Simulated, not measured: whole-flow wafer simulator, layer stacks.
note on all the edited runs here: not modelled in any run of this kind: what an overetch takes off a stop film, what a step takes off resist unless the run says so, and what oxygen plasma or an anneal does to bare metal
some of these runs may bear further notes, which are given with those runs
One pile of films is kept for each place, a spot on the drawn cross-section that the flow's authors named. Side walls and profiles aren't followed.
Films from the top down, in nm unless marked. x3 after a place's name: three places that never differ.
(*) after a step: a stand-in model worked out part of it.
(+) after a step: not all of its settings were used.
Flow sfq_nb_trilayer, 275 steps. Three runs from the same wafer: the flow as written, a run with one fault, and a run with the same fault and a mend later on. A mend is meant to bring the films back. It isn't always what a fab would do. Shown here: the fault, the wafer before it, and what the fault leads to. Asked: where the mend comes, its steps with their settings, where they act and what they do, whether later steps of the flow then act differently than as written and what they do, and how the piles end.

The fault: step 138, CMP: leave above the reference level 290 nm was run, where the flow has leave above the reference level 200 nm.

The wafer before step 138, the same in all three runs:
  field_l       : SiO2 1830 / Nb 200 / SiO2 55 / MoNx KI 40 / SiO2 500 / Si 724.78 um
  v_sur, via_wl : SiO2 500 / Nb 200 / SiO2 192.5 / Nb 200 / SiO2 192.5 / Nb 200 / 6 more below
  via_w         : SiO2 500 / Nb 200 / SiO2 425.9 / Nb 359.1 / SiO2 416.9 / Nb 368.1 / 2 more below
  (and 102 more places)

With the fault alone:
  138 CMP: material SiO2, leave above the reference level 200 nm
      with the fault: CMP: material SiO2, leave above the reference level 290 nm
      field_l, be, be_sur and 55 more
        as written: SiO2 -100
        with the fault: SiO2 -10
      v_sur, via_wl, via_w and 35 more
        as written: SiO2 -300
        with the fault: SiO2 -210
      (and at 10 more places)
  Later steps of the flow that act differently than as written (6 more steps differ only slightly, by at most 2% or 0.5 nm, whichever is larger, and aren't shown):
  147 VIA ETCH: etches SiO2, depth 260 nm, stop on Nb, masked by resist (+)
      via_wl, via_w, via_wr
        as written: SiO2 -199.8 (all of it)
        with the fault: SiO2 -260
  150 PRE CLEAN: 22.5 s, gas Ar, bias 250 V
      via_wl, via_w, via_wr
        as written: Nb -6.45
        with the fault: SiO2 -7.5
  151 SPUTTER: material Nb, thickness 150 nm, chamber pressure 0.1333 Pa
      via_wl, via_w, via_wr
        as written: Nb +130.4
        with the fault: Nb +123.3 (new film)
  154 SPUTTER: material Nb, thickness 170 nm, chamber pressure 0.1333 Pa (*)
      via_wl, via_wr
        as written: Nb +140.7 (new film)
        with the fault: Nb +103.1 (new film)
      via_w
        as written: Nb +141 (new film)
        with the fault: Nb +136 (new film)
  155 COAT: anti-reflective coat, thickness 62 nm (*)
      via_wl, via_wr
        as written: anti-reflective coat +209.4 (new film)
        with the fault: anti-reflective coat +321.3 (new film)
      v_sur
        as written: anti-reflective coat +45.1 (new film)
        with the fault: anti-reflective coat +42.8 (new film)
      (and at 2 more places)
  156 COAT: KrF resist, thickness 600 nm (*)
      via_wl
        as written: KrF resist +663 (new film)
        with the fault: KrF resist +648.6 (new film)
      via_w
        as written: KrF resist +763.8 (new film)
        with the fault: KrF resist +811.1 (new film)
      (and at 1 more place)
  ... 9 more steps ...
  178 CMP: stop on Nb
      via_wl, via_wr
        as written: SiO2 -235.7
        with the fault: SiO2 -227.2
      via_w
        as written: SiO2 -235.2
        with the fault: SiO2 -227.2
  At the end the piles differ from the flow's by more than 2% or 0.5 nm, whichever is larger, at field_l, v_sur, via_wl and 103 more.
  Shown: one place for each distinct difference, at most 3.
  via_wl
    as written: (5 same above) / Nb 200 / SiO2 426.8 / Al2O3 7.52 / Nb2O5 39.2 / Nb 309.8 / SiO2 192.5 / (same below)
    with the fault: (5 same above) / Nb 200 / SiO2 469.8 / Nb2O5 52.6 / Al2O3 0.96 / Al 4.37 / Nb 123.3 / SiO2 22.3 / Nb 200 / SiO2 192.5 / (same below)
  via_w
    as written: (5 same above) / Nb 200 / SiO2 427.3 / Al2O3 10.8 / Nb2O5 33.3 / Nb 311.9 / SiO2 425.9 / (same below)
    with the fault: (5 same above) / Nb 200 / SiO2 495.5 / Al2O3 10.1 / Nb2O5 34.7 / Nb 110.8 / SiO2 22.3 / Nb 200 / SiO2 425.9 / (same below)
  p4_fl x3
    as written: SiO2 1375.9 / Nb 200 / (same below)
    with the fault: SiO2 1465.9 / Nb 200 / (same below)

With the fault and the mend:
  The mend comes after step 139.
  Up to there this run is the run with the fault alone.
  139a CMP: material SiO2, leave above the reference level 200 nm (the flow's step 138 once more)
      field_l, v_sur, via_wl and 103 more
        SiO2 -90
  No later step of the flow acts differently than as written at any place that is followed.
  At the end the piles are the same as the flow's at every place that both follow.
